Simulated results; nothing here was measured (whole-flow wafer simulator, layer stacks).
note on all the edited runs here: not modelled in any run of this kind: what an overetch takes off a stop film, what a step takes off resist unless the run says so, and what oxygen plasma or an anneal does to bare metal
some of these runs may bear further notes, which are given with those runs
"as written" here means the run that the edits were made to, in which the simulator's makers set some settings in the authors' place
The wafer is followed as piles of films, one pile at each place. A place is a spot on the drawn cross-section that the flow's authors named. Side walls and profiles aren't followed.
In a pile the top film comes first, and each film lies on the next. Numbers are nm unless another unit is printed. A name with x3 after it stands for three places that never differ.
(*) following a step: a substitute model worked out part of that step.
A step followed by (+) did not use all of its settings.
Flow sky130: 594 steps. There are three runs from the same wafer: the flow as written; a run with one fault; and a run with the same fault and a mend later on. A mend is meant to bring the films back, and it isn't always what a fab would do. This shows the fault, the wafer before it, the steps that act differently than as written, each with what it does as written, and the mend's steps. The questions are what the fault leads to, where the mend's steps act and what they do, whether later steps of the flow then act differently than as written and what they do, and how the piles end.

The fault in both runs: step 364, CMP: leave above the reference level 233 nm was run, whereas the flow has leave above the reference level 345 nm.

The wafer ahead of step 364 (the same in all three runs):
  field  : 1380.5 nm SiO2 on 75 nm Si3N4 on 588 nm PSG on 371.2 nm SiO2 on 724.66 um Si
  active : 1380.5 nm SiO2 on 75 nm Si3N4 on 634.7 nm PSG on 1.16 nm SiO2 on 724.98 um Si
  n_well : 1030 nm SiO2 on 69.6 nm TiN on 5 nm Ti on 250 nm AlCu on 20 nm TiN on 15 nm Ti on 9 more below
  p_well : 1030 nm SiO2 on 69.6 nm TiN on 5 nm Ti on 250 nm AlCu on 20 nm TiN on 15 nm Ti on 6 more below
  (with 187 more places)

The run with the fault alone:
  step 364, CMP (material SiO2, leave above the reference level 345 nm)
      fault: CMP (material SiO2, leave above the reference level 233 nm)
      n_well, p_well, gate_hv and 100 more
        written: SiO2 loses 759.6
        fault: SiO2 loses 871.6
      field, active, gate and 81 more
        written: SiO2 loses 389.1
        fault: SiO2 loses 501.1
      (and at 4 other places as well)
  Steps later in the flow that act otherwise than as written (7 other steps are not shown; they differ only slightly, by no more than 2% or 0.5 nm, whichever is larger):
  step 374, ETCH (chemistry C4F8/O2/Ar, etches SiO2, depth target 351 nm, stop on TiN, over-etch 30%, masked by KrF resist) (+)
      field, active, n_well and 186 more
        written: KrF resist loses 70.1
        fault: KrF resist loses 41
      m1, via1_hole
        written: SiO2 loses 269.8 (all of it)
        fault: SiO2 loses 157.8 (all of it)
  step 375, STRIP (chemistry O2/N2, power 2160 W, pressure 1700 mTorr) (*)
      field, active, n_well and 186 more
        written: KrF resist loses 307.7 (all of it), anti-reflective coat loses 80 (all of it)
        fault: KrF resist loses 336.8 (all of it), anti-reflective coat loses 80 (all of it)
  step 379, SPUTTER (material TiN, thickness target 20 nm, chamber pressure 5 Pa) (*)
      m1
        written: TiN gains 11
        fault: TiN gains 13.3
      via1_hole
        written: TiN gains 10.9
        fault: TiN gains 13.3
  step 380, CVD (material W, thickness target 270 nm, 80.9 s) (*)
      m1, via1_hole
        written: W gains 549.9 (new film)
        fault: W gains 435.5 (new film)
  By the end, the piles at field, active, n_well and 190 more depart from the flow's by more than 2% or 0.5 nm, whichever is larger.
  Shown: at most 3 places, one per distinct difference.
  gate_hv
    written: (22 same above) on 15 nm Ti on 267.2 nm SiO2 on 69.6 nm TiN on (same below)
    fault: (22 same above) on 15 nm Ti on 155.2 nm SiO2 on 69.6 nm TiN on (same below)
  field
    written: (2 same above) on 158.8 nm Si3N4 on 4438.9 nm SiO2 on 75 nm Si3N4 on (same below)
    fault: (2 same above) on 158.8 nm Si3N4 on 4326.9 nm SiO2 on 75 nm Si3N4 on (same below)
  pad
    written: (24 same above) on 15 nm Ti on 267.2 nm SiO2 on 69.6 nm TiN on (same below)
    fault: (24 same above) on 15 nm Ti on 155.2 nm SiO2 on 69.6 nm TiN on (same below)

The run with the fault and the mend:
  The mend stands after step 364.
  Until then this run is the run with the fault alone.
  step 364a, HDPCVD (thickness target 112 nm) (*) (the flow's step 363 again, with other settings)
      field, active, n_well and 188 more
        SiO2 gains 112
  Every later step of the flow that is run acts as written, at every place that is followed, to within 2% or 0.5 nm, whichever is larger.
  By the end, the piles equal the flow's at every place that both follow.
